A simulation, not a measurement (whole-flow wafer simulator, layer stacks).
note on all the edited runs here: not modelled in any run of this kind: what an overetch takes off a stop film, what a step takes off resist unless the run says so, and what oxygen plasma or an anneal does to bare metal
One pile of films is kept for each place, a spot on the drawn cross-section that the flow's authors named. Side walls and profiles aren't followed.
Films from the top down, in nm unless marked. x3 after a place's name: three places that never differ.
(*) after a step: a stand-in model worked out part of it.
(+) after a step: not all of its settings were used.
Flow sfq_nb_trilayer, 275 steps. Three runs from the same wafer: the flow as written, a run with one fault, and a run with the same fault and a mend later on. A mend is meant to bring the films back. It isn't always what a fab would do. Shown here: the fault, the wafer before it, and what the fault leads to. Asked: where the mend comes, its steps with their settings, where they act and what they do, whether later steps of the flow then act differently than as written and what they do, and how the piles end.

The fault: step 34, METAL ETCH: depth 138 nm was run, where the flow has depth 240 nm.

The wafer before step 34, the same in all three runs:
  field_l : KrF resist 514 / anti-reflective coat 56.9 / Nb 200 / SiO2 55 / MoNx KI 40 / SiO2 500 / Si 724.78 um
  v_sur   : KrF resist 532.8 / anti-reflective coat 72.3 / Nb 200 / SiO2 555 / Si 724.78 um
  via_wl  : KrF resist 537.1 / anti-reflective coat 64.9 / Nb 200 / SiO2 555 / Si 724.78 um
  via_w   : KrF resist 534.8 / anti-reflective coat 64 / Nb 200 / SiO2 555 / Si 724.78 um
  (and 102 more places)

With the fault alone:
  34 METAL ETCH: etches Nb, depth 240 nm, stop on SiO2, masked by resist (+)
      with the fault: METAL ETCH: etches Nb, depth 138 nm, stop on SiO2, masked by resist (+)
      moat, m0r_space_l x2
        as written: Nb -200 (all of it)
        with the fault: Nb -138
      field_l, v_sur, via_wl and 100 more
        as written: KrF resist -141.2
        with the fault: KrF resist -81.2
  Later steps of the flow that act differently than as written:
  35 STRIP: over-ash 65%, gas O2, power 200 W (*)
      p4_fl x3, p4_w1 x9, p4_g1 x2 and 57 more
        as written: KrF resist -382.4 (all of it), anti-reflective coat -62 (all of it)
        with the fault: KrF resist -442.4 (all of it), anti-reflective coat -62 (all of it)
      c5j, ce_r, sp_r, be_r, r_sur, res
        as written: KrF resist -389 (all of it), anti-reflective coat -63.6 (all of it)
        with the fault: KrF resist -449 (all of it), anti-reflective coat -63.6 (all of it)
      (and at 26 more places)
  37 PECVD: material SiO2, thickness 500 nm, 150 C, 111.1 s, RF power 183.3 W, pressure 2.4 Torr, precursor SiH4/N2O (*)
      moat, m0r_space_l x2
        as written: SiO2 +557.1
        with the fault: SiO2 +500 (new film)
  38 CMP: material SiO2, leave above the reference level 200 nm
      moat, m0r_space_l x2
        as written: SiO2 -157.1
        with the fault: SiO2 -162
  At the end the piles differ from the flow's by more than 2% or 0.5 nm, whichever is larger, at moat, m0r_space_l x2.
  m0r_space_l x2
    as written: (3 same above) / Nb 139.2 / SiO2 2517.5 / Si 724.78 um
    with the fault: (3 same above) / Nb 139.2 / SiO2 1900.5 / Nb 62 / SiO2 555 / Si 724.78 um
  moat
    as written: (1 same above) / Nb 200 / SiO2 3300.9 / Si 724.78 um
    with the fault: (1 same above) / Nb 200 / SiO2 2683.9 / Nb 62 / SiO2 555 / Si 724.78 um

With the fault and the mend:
  The mend comes after step 34.
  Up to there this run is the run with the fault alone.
  34a METAL ETCH: etches Nb, depth 102 nm, stop on SiO2, masked by resist (+) (the flow's step 34 once more, with other settings)
      field_l, v_sur, via_wl and 100 more
        KrF resist -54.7
      moat, m0r_space_l x2
        Nb -62 (all of it)
  No later step of the flow acts differently than as written, at any place that is followed, by more than 2% or 0.5 nm, whichever is larger.
  At the end the piles are the same as the flow's at every place that both follow.
